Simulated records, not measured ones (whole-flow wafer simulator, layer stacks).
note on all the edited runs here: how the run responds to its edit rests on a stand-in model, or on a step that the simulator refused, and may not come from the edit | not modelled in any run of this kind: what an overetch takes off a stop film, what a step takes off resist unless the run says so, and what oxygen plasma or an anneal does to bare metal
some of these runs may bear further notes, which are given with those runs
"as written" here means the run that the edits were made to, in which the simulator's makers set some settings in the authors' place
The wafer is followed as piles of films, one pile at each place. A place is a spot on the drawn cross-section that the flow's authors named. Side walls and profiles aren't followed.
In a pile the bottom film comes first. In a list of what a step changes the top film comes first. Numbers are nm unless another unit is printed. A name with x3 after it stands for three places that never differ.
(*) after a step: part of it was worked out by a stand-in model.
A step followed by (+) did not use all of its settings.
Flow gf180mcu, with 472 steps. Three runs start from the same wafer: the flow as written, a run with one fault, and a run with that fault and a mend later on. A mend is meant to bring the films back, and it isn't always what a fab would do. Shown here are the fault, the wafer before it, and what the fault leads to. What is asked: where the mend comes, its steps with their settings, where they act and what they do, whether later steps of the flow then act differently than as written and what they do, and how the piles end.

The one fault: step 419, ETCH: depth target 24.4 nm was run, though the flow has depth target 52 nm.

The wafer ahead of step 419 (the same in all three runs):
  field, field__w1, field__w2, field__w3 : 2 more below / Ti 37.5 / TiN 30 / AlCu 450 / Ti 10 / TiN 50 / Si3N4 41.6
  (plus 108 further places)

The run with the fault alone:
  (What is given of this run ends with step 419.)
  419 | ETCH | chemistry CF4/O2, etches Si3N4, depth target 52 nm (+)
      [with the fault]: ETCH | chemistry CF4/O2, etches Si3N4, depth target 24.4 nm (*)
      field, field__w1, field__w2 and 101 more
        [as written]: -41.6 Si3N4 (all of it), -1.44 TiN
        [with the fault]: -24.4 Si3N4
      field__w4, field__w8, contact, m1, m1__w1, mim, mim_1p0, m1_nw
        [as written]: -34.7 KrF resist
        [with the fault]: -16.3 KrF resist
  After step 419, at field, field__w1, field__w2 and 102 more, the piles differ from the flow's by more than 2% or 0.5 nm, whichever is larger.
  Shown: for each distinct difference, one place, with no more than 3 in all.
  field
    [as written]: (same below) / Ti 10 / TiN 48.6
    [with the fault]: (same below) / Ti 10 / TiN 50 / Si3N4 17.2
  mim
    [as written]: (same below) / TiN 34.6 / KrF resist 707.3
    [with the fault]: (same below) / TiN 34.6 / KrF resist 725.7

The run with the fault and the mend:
  After step 419 comes the mend.
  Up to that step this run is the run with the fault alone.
  419a | ETCH | chemistry CF4/O2, etches Si3N4, depth target 27.6 nm (*) (+) (a further turn of the flow's step 419, with different settings)
      field, field__w1, field__w2 and 101 more
        -17.2 Si3N4 (all of it), -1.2 TiN
      field__w4, field__w8, contact, m1, m1__w1, mim, mim_1p0, m1_nw
        -17.2 KrF resist
  Later steps of the flow that are run all act as written at every place that is followed, up to a difference of at most 2% or 0.5 nm, whichever is larger.
  The piles end the same as the flow's at every place that both follow.
